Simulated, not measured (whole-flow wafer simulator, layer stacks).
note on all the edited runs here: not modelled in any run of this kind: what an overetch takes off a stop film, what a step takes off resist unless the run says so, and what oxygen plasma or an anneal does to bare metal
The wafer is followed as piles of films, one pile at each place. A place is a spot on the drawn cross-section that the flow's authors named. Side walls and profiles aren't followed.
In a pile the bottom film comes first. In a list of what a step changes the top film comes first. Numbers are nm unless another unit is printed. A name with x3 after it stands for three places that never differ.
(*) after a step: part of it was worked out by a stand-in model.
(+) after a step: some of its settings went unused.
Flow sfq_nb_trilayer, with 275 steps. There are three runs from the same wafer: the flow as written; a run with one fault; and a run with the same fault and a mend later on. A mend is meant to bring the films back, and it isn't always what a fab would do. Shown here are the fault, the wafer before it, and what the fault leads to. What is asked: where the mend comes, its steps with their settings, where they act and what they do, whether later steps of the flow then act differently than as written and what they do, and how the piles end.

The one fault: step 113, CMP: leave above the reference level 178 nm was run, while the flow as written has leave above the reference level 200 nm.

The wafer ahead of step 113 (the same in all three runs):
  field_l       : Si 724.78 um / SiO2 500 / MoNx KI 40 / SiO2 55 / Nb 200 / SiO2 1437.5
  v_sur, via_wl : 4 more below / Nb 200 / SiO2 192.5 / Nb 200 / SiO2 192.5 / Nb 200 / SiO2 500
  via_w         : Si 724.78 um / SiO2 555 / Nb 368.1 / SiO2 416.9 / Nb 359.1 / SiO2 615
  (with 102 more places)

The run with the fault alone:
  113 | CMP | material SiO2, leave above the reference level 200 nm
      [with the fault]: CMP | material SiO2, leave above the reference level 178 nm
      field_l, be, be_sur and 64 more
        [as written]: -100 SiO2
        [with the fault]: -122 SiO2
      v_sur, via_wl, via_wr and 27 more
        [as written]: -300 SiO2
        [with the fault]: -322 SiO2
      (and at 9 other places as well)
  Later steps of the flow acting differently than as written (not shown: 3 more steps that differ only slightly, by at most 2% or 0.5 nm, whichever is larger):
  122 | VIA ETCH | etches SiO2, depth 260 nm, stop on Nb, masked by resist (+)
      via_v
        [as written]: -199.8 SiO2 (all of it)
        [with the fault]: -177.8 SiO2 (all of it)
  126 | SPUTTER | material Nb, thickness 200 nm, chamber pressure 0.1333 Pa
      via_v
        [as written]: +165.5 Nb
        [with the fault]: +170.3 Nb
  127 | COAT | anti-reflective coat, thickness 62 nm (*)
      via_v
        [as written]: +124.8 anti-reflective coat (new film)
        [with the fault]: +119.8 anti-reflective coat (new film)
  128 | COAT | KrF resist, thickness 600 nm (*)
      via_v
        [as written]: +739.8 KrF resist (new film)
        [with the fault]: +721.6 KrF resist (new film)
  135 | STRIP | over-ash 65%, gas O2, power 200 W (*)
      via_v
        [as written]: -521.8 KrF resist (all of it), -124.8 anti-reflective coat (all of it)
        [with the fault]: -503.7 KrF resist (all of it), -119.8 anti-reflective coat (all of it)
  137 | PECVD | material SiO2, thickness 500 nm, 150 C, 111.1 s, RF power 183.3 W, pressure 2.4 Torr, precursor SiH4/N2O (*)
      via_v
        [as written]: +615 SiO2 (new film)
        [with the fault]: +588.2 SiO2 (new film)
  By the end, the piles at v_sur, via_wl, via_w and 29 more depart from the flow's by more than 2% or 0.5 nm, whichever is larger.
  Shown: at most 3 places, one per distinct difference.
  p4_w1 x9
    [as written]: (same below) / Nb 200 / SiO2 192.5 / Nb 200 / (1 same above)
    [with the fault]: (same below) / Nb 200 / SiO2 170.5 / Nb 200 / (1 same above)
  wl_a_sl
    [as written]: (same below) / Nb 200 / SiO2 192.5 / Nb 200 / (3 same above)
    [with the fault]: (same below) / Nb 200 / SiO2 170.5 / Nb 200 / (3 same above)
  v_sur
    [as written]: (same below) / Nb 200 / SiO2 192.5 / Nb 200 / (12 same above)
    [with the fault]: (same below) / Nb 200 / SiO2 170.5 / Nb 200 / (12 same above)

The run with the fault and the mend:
  The mend follows step 120.
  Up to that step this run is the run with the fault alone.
  120a | STRIP | over-ash 65%, gas O2, power 200 W (*)
      field_l, v_sur, via_wl and 102 more
        -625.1 KrF resist (all of it), -62 anti-reflective coat (all of it)
      via_v
        -62 anti-reflective coat (all of it)
  120b | PECVD | material SiO2, thickness 22 nm, 150 C, 4.889 s, RF power 183.3 W, pressure 2.4 Torr, precursor SiH4/N2O (a further turn of the flow's step 112, with different settings)
      field_l, v_sur, via_wl and 103 more
        +22 SiO2
  120c | COAT | anti-reflective coat, thickness 62 nm (a further turn of the flow's step 115)
      field_l, v_sur, via_wl and 103 more
        +62 anti-reflective coat (new film)
  120d | COAT | KrF resist, thickness 650 nm (a further turn of the flow's step 116)
      field_l, v_sur, via_wl and 103 more
        +650 KrF resist (new film)
  120e | SOFTBAKE | KrF resist (a further turn of the flow's step 117)
      does not change any film at any place that is followed
  120f | EXPOSE | photomask I3, dose 11.91 mJ/cm2, NA 0.6, wavelength 248 nm (*) (a further turn of the flow's step 118)
      does not change any film at any place that is followed
  120g | PEB | KrF resist, 90 s (a further turn of the flow's step 119)
      field_l, v_sur, via_wl and 103 more
        -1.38 KrF resist
  120h | DEVELOP | KrF resist, thickness 650 nm, 60 s (a further turn of the flow's step 120)
      field_l, v_sur, via_wl and 102 more
        -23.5 KrF resist
      via_v
        -648.6 KrF resist (all of it)
  Later steps of the flow that are run all act as written at every place that is followed, up to a difference of at most 2% or 0.5 nm, whichever is larger.
  The piles end the same as the flow's at every place that both follow.
